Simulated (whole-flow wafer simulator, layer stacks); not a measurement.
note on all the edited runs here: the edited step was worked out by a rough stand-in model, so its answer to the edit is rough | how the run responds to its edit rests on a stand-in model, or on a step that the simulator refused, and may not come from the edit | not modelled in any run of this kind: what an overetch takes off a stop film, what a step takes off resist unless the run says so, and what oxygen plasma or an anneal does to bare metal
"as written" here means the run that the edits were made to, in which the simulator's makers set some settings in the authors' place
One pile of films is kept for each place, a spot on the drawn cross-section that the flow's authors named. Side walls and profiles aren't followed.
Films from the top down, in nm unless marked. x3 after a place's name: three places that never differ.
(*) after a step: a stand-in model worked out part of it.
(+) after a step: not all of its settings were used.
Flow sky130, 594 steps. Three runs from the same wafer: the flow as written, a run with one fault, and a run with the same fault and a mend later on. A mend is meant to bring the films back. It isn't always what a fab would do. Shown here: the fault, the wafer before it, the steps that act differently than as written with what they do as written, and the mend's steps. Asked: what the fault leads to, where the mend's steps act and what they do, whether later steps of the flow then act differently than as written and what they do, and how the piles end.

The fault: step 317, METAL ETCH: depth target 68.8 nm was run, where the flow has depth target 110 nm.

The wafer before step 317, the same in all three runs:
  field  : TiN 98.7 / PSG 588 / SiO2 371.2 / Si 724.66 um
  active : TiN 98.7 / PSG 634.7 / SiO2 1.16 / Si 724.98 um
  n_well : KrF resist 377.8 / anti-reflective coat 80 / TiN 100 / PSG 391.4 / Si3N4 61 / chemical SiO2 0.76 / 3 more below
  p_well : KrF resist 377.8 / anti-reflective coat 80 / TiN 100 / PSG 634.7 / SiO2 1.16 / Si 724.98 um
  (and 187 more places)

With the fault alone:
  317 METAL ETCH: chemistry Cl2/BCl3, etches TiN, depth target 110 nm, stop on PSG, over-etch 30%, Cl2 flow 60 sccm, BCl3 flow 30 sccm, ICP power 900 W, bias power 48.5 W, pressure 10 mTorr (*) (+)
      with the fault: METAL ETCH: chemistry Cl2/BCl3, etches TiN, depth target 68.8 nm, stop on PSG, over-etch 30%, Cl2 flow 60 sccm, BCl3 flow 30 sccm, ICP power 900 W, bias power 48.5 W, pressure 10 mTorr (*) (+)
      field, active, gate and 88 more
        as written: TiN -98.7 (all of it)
        with the fault: TiN -68.8
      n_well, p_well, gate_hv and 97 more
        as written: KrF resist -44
        with the fault: KrF resist -27.5
  Later steps of the flow that act differently than as written (10 more steps differ only slightly, by at most 2% or 0.5 nm, whichever is larger, and aren't shown):
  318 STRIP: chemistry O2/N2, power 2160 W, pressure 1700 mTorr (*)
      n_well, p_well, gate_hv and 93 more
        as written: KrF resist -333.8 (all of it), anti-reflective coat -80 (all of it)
        with the fault: KrF resist -350.3 (all of it), anti-reflective coat -80 (all of it)
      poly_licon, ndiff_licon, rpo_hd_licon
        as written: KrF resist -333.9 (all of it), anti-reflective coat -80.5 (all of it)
        with the fault: KrF resist -350.4 (all of it), anti-reflective coat -80.5 (all of it)
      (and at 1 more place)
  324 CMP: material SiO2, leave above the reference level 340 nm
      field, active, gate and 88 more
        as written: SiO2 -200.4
        with the fault: SiO2 -229.9
  At the end the piles differ from the flow's by more than 2% or 0.5 nm, whichever is larger, at field, active, gate and 90 more.
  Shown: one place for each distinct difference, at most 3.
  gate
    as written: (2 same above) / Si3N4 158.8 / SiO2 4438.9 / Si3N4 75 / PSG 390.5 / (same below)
    with the fault: (2 same above) / Si3N4 158.8 / SiO2 4409.5 / Si3N4 75 / TiN 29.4 / PSG 390.5 / (same below)
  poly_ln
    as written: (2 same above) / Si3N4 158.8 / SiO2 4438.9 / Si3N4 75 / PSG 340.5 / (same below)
    with the fault: (2 same above) / Si3N4 158.8 / SiO2 4409.5 / Si3N4 75 / TiN 29.4 / PSG 340.5 / (same below)
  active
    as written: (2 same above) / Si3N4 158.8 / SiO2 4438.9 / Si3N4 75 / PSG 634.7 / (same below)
    with the fault: (2 same above) / Si3N4 158.8 / SiO2 4409.5 / Si3N4 75 / TiN 29.4 / PSG 634.7 / (same below)

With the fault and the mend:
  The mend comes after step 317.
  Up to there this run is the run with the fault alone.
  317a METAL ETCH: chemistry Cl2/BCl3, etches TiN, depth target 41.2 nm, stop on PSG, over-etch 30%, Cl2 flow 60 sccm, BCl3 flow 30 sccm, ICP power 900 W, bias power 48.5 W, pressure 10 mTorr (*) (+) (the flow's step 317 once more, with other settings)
      n_well, p_well, gate_hv and 97 more
        KrF resist -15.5
      field, active, gate and 88 more
        TiN -29.9 (all of it)
  No later step of the flow acts differently than as written, at any place that is followed, by more than 2% or 0.5 nm, whichever is larger.
  At the end the piles are the same as the flow's at every place that both follow.
